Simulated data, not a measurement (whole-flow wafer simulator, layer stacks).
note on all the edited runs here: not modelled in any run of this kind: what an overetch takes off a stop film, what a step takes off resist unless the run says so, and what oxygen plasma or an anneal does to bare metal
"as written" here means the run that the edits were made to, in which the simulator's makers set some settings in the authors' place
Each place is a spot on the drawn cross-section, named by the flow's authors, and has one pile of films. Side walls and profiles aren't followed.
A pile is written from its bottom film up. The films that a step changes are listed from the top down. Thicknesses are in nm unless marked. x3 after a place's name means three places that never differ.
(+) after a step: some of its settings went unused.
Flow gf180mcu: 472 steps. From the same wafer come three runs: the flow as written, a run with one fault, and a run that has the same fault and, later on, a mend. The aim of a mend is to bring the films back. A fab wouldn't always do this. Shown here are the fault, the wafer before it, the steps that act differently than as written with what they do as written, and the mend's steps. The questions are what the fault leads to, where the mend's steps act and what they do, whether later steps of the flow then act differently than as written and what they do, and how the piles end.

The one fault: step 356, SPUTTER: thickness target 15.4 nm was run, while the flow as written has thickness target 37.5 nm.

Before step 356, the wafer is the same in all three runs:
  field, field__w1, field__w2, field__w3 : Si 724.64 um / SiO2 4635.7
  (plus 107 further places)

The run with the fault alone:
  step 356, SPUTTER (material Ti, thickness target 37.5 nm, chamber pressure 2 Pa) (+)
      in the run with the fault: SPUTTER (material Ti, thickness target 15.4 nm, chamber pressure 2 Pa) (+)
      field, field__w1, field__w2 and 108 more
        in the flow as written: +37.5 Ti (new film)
        in the run with the fault: +15.4 Ti (new film)
  Steps further on in the flow that do not act as written:
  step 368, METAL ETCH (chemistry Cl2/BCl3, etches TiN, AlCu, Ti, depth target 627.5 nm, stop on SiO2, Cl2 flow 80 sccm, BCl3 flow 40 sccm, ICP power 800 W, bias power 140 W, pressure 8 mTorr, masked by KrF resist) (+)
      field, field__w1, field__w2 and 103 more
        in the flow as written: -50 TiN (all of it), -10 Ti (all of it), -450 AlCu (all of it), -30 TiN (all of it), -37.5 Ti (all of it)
        in the run with the fault: -50 TiN (all of it), -10 Ti (all of it), -450 AlCu (all of it), -30 TiN (all of it), -15.4 Ti (all of it)
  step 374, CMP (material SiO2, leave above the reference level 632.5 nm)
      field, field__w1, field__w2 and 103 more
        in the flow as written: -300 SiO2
        in the run with the fault: -322.1 SiO2
  At field__w8, contact, m1, m1__w1, m1_nw, the piles at the end differ from the flow's by more than 2% or 0.5 nm, whichever is larger.
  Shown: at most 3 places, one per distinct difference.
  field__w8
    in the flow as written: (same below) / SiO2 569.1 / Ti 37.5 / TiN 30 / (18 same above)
    in the run with the fault: (same below) / SiO2 569.1 / Ti 15.4 / TiN 30 / (18 same above)
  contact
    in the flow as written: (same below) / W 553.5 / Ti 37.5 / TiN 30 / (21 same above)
    in the run with the fault: (same below) / W 553.5 / Ti 15.4 / TiN 30 / (21 same above)

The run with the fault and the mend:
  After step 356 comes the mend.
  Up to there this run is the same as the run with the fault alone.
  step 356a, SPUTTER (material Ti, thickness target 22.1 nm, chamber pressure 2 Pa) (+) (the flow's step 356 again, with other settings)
      field, field__w1, field__w2 and 108 more
        +22.1 Ti
  Later steps of the flow that are run all act as written at every place that is followed.
  At every place that both follow, the piles at the end match the flow's.
